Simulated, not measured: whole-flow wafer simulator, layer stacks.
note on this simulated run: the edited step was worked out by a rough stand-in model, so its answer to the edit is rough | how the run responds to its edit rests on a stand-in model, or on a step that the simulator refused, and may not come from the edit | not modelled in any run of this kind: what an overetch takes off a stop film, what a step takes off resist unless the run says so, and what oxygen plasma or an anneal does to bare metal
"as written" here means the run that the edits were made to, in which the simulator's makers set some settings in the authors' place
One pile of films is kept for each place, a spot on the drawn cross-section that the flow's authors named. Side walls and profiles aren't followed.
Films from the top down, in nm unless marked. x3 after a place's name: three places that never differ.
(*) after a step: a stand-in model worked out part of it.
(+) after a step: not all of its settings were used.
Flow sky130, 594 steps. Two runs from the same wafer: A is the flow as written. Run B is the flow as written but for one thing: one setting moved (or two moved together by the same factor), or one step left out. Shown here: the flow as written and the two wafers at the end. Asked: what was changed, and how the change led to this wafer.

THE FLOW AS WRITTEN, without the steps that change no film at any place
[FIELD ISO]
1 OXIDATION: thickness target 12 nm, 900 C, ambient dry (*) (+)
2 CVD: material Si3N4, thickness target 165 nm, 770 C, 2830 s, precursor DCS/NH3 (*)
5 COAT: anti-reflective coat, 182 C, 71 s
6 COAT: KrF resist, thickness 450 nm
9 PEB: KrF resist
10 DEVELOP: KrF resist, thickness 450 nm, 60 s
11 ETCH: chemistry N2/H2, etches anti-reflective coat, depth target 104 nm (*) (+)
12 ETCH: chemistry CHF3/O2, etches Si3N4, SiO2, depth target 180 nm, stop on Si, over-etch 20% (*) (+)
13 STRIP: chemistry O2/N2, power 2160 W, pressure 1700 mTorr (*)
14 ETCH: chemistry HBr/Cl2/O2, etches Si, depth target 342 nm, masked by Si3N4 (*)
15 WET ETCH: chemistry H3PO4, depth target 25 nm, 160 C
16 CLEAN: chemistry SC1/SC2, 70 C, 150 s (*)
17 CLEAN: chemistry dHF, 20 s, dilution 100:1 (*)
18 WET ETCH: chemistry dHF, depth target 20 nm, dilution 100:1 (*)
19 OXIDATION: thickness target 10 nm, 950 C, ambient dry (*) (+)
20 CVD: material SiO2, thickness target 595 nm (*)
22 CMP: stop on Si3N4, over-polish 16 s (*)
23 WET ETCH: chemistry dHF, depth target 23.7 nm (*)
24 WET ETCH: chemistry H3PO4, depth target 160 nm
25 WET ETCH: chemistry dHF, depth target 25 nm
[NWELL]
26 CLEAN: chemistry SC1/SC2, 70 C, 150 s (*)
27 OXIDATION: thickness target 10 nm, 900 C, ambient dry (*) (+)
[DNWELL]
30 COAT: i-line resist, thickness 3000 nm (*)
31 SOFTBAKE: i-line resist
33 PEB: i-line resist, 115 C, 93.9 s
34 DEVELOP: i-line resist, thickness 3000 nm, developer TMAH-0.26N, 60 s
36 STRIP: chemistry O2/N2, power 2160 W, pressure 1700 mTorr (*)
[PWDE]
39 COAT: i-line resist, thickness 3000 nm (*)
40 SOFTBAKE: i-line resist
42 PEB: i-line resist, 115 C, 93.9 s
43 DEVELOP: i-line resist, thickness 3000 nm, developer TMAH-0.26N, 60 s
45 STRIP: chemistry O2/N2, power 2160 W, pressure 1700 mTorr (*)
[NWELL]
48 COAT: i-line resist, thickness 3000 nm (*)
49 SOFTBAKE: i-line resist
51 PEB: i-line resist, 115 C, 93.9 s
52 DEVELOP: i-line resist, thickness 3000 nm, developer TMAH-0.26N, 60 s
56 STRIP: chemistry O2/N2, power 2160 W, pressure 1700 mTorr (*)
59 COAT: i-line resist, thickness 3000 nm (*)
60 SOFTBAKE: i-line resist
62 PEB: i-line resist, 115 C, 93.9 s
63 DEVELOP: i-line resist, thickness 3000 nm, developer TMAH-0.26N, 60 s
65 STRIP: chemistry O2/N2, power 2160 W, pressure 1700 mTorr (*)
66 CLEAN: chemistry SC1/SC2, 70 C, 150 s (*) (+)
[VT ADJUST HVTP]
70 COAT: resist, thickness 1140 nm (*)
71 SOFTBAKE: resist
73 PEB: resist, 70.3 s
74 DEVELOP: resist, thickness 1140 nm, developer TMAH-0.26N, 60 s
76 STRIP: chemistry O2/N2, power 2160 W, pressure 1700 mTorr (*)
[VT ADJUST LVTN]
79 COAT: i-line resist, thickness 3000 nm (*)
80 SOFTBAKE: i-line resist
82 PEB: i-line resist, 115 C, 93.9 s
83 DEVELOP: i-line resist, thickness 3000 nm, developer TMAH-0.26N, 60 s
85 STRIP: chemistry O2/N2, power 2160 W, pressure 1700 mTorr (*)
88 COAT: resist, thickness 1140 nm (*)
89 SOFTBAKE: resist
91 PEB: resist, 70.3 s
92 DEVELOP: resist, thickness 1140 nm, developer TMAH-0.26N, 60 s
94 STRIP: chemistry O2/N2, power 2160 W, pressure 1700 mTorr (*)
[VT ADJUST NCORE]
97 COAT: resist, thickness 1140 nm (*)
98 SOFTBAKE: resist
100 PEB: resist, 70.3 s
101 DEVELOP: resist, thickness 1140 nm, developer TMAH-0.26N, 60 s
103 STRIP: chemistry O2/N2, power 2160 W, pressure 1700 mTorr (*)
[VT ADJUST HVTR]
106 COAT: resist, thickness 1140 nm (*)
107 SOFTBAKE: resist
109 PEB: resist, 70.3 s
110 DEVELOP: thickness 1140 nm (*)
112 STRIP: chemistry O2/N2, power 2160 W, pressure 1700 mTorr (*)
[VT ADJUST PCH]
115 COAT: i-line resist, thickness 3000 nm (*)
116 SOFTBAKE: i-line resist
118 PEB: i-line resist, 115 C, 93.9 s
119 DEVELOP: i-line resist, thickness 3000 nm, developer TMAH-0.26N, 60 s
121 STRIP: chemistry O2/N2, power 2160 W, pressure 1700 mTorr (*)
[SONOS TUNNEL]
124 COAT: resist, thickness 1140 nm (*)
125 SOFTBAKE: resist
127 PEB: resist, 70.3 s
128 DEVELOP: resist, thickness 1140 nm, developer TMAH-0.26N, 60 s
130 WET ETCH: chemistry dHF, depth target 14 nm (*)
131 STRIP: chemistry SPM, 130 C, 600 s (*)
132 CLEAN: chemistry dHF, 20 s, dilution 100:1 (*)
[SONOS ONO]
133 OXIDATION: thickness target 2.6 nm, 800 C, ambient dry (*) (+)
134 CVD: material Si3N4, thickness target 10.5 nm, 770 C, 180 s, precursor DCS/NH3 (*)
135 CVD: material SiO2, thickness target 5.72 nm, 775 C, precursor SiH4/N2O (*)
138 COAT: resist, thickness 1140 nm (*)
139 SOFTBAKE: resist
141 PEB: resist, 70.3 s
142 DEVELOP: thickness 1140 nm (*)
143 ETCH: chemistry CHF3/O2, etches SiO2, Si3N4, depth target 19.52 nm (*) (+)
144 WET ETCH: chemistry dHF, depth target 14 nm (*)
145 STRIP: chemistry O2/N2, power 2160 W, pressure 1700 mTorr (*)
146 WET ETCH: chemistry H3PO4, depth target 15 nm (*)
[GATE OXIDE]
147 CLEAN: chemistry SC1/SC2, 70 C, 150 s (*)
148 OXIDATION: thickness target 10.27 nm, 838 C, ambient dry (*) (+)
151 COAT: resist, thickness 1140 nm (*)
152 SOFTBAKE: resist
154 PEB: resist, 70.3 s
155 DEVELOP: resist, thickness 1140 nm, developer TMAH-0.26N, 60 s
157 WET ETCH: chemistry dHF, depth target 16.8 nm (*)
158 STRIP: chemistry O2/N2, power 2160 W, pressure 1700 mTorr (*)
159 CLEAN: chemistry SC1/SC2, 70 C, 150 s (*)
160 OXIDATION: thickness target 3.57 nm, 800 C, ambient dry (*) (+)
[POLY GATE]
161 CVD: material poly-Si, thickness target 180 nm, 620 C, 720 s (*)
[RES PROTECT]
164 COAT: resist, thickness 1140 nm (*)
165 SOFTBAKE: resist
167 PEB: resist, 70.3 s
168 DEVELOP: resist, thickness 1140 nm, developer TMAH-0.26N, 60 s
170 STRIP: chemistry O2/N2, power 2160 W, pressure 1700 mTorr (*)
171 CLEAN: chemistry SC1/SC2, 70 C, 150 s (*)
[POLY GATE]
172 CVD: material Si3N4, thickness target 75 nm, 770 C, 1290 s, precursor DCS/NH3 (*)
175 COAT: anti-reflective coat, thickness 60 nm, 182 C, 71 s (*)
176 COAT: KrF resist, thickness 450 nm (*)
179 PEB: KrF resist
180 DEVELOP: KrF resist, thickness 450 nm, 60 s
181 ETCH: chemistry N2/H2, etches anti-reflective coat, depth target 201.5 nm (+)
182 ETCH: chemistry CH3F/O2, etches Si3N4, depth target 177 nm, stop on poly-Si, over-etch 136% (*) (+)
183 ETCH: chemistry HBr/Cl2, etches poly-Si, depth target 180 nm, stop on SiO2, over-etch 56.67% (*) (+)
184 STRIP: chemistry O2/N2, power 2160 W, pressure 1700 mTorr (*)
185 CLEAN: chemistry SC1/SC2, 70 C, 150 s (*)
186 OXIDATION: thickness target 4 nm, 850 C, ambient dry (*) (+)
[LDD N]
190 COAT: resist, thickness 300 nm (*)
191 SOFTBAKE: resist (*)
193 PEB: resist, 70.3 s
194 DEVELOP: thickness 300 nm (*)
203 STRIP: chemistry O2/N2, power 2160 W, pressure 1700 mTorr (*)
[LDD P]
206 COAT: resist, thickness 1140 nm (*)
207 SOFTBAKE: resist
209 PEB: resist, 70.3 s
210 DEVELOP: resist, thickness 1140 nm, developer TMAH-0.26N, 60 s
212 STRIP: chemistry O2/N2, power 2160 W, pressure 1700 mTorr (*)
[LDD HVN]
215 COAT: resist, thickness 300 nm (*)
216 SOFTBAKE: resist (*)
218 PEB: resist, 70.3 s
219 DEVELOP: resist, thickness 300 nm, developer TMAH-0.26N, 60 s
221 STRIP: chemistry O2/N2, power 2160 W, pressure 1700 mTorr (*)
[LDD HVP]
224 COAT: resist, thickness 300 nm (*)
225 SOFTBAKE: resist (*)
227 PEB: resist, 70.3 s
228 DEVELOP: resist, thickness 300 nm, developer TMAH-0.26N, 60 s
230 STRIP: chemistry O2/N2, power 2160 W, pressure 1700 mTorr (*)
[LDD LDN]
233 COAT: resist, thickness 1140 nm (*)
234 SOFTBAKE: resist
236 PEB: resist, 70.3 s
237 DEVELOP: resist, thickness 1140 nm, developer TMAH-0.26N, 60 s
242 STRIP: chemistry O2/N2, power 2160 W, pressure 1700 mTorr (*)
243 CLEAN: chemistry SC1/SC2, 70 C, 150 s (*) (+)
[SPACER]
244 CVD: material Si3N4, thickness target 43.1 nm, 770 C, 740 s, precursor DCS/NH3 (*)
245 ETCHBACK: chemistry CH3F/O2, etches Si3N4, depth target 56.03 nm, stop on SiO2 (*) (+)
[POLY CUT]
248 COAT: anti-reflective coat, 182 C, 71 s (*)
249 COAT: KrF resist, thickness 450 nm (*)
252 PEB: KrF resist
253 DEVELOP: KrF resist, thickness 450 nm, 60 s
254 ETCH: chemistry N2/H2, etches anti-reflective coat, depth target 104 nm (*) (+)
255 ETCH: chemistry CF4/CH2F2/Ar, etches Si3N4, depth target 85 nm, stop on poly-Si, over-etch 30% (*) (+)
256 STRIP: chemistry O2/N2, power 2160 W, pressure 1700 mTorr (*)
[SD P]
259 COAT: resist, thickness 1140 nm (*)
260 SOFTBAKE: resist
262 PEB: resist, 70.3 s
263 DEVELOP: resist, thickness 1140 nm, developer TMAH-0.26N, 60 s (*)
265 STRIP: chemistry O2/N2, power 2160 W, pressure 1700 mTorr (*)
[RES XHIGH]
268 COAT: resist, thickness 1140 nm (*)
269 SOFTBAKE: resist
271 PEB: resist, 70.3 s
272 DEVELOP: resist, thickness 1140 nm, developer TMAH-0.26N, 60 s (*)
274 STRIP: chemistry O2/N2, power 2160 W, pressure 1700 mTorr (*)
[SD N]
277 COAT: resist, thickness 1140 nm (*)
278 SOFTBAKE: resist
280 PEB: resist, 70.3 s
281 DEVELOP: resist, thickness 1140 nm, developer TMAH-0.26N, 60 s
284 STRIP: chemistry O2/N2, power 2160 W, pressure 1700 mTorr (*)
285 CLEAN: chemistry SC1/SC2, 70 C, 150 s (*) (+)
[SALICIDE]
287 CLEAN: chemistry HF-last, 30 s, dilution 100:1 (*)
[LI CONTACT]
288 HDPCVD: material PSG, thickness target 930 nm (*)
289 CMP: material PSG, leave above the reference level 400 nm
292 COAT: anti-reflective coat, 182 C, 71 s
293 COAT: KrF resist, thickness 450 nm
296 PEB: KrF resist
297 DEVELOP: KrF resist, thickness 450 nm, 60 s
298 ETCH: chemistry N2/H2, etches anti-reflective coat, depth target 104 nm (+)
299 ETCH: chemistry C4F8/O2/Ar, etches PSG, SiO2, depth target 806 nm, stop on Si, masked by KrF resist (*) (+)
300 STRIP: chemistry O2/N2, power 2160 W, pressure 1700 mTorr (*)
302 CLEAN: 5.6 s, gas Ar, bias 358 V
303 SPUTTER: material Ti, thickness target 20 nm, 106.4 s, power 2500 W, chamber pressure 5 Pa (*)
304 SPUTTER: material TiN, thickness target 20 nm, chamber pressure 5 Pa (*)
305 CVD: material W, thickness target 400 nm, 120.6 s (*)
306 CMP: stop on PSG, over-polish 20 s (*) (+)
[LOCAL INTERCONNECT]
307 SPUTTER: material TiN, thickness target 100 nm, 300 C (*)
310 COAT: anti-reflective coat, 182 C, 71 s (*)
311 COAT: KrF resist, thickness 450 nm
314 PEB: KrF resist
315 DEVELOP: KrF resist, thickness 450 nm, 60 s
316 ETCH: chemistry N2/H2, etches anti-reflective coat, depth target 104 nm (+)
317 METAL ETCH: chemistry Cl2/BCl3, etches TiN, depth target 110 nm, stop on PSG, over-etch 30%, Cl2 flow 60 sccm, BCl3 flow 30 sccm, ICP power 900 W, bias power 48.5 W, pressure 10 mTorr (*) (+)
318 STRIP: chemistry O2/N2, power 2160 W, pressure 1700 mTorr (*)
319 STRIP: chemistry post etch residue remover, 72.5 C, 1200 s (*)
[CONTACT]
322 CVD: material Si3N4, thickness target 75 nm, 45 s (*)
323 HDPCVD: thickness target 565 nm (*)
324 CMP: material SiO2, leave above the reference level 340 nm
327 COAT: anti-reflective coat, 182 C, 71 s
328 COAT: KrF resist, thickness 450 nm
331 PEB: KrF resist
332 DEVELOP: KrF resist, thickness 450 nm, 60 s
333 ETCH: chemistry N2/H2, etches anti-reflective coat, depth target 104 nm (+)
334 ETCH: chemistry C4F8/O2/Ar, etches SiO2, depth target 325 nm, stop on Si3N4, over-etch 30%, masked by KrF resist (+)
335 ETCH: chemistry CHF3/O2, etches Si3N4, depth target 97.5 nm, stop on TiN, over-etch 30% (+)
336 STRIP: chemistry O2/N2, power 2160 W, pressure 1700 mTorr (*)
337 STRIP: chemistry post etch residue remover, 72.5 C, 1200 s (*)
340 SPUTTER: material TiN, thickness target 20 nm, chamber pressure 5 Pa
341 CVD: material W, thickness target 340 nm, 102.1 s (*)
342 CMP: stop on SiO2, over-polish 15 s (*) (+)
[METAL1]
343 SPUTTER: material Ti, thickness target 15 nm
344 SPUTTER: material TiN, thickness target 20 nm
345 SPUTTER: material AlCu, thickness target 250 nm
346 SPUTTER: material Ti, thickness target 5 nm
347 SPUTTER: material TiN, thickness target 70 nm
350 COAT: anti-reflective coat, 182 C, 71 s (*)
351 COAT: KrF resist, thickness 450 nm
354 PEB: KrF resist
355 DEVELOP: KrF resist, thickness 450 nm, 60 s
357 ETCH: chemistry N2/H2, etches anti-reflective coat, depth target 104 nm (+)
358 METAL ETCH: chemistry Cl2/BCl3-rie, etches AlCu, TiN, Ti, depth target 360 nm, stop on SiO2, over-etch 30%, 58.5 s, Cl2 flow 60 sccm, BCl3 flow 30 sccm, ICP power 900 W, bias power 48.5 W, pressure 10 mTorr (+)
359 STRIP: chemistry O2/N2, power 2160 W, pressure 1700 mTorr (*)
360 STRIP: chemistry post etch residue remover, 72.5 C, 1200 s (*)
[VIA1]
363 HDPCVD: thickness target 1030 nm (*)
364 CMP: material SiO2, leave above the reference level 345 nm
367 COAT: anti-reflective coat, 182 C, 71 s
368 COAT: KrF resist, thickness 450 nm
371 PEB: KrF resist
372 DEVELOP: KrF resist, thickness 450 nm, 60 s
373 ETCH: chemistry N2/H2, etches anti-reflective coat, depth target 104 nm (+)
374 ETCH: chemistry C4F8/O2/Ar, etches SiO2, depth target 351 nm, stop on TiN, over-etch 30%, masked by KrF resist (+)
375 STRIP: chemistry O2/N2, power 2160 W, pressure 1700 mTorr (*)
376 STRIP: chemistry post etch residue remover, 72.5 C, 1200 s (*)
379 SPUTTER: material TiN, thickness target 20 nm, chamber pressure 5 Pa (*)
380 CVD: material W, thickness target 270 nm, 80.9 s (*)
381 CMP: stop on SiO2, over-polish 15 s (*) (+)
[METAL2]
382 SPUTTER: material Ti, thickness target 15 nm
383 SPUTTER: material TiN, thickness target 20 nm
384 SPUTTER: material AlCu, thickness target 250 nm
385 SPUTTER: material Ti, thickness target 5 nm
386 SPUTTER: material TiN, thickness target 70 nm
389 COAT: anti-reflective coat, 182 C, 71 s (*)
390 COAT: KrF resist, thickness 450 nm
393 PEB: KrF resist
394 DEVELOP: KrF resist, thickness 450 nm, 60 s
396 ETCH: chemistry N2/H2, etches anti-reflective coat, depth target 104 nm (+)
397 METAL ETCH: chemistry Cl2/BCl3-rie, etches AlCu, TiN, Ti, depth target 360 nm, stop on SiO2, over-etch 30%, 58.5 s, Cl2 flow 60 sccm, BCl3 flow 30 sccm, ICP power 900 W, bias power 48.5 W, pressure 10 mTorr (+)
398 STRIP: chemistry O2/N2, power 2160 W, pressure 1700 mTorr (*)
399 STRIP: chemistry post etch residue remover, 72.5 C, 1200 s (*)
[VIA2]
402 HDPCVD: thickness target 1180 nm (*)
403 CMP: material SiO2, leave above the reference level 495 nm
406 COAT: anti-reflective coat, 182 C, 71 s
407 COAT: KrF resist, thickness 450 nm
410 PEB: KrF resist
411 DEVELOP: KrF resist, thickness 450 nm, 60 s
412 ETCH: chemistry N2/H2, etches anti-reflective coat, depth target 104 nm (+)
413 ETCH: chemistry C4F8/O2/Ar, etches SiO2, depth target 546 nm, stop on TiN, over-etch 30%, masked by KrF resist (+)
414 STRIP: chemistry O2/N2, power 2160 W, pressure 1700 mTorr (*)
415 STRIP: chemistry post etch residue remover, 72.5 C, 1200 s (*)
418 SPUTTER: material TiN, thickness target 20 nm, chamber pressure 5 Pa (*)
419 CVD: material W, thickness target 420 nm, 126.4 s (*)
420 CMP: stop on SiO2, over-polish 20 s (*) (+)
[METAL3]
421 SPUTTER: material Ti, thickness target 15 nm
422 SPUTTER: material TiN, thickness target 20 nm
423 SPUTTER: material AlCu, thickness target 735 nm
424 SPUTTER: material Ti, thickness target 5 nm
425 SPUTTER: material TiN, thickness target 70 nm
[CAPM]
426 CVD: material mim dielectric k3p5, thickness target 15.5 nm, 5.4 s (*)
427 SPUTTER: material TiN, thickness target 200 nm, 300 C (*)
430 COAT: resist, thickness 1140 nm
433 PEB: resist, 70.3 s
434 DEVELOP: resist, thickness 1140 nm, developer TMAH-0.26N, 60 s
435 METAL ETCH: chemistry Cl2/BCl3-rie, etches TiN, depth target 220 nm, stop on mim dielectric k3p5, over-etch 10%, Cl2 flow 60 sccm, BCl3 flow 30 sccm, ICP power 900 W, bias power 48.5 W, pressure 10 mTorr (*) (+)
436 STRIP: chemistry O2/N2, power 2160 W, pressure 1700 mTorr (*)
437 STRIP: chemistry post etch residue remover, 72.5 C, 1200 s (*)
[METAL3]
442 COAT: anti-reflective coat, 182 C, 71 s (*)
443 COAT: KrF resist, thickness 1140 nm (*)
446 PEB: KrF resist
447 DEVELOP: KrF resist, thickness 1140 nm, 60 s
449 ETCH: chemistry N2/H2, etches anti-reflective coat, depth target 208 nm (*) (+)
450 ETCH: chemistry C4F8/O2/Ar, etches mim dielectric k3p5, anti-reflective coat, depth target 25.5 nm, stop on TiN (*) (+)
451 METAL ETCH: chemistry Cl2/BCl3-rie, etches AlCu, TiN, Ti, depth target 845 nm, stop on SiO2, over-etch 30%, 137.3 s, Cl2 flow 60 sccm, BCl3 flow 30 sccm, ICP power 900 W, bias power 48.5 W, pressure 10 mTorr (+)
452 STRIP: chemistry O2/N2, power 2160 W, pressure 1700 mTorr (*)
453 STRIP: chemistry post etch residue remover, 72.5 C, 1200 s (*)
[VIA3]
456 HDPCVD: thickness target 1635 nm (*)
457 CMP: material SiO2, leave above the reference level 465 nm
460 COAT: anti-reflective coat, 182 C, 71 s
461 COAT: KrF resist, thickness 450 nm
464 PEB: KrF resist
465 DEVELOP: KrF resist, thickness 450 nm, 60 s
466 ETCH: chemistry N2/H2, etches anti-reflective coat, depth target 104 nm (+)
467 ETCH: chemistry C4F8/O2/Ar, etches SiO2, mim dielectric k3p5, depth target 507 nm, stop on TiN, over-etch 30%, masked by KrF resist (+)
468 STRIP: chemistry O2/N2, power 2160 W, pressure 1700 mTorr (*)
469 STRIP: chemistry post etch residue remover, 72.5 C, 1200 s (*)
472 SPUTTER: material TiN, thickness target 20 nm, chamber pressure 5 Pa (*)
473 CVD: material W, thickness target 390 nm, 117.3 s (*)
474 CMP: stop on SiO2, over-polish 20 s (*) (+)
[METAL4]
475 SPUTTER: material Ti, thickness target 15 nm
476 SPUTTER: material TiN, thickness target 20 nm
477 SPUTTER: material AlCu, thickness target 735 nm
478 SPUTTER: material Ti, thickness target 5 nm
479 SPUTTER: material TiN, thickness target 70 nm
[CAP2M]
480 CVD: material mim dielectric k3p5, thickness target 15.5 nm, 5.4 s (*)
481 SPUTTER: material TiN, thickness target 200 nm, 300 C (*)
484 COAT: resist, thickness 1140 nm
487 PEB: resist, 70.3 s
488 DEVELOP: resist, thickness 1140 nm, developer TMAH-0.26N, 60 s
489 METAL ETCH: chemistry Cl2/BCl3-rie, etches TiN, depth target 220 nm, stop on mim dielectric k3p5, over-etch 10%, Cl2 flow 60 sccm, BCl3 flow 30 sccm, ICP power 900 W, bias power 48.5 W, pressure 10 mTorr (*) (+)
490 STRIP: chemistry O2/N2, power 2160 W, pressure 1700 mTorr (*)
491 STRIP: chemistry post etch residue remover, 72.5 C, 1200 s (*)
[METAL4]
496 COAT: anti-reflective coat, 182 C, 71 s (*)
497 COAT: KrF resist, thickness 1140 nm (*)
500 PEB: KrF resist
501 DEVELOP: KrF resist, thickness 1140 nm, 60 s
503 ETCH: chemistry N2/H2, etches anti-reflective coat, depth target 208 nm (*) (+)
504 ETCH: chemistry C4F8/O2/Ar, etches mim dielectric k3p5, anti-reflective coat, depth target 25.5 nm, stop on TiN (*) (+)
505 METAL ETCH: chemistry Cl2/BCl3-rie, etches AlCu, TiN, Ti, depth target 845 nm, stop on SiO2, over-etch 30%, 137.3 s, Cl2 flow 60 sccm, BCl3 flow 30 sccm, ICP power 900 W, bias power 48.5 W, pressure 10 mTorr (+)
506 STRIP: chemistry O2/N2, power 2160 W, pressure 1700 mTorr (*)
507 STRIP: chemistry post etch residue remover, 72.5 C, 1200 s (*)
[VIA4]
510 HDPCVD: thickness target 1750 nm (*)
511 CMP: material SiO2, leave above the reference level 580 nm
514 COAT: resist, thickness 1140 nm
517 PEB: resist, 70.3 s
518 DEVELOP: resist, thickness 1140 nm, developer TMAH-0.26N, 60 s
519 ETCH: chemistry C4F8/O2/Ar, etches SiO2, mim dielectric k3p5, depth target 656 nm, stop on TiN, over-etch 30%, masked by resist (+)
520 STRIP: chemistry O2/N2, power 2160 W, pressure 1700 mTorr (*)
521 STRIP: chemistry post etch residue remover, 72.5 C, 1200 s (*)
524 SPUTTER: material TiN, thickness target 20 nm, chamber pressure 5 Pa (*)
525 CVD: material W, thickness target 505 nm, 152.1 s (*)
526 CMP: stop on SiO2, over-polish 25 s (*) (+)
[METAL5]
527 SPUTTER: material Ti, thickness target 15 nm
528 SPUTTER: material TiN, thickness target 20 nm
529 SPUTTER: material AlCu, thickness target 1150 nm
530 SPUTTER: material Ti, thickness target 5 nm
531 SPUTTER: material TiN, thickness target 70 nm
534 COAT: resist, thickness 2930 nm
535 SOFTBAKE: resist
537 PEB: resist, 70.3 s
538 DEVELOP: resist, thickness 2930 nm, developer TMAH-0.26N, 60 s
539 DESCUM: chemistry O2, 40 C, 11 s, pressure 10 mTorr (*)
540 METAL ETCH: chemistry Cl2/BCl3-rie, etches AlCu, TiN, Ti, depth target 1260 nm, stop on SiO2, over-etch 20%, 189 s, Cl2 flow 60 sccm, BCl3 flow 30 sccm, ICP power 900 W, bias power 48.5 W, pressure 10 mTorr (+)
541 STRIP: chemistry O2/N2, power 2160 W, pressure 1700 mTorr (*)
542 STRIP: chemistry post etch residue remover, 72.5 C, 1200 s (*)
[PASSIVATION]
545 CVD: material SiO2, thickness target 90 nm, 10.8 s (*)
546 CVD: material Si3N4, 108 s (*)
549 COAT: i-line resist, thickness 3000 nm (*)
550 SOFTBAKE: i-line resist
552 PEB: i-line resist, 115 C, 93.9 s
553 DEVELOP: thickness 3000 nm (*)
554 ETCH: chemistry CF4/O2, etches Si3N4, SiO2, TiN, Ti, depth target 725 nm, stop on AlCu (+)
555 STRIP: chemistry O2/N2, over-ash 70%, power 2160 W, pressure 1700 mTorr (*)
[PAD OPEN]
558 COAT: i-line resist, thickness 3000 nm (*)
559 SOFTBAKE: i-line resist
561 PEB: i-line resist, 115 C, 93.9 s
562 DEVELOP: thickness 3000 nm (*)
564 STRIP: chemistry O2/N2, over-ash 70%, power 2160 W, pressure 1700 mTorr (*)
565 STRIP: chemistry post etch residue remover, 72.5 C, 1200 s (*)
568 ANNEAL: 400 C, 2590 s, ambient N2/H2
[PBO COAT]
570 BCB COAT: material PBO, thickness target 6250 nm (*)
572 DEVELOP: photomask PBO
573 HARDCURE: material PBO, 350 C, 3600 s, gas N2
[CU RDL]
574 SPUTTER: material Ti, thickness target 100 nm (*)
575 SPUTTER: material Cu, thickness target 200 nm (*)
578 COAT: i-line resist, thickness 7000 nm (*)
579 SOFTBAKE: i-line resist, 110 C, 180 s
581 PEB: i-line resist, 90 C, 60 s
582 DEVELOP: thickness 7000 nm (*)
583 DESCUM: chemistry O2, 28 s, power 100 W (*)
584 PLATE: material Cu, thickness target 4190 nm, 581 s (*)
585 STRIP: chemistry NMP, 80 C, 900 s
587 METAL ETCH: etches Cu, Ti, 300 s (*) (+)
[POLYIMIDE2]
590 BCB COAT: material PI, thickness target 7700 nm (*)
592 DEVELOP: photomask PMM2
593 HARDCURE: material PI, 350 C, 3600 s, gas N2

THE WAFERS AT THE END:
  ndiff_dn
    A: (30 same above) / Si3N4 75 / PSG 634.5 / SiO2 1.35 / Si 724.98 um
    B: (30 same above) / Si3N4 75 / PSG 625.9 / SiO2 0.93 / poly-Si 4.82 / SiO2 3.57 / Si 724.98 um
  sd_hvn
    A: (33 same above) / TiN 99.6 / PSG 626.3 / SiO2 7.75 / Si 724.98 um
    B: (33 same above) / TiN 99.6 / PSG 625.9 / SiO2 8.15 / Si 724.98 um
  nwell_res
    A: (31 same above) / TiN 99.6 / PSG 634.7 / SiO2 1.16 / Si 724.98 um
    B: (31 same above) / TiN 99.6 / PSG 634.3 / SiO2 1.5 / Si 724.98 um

The cause: step 183, ETCH: depth target 133 nm was run, where the flow has depth target 180 nm.

How the change led to this, step by step:
  183 ETCH: chemistry HBr/Cl2, etches poly-Si, depth target 180 nm, stop on SiO2, over-etch 56.67% (*) (+)
      ndiff_dn: A poly-Si -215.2 (all of it), SiO2 -0.33 | B poly-Si -208.4
      n_well, gate, gate_hv and 74 more: A KrF resist -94 | B KrF resist -69.5
  184 STRIP: chemistry O2/N2, power 2160 W, pressure 1700 mTorr (*)
      ndiff_dn: A nothing | B chemical SiO2 +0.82 (new film), poly-Si -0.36
      dice_street, grade_field_poly: A KrF resist -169 (all of it), anti-reflective coat -60 (all of it) | B KrF resist -193.6 (all of it), anti-reflective coat -60 (all of it)
      (and at 75 more places)
  186 OXIDATION: thickness target 4 nm, 850 C, ambient dry (*) (+)
      ndiff_dn: A SiO2 +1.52, Si -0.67 | B SiO2 +4 (new film), chemical SiO2 -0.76 (all of it), poly-Si -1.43
  190 COAT: resist, thickness 300 nm (*)
      ndiff_dn: A resist +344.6 (new film) | B resist +337.7 (new film)
  203 STRIP: chemistry O2/N2, power 2160 W, pressure 1700 mTorr (*)
      ndiff_dn: A resist -340.4 (all of it) | B resist -333.5 (all of it)
  215 COAT: resist, thickness 300 nm (*)
      ndiff_dn: A resist +344.6 (new film) | B resist +337.7 (new film)
  221 STRIP: chemistry O2/N2, power 2160 W, pressure 1700 mTorr (*)
      ndiff_dn: A resist -340.4 (all of it) | B resist -333.5 (all of it)
  224 COAT: resist, thickness 300 nm (*)
      ndiff_dn: A resist +344.6 (new film) | B resist +337.7 (new film)
  230 STRIP: chemistry O2/N2, power 2160 W, pressure 1700 mTorr (*)
      ndiff_dn: A resist -340.4 (all of it) | B resist -333.5 (all of it)
  248 COAT: anti-reflective coat, 182 C, 71 s (*)
      field: A anti-reflective coat +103 (new film) | B anti-reflective coat +106 (new film)
      gate_p_g5v0: A anti-reflective coat +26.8 (new film) | B anti-reflective coat +27.5 (new film)
      (and at 2 more places)
  256 STRIP: chemistry O2/N2, power 2160 W, pressure 1700 mTorr (*)
      field: A KrF resist -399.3 (all of it), anti-reflective coat -103 (all of it) | B KrF resist -397.2 (all of it), anti-reflective coat -106 (all of it)
      gate_p_g5v0: A KrF resist -317.7 (all of it), anti-reflective coat -26.8 (all of it) | B KrF resist -317.7 (all of it), anti-reflective coat -27.5 (all of it)
      (and at 2 more places)
  289 CMP: material PSG, leave above the reference level 400 nm
      ndiff_dn: A PSG -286 | B PSG -294.7
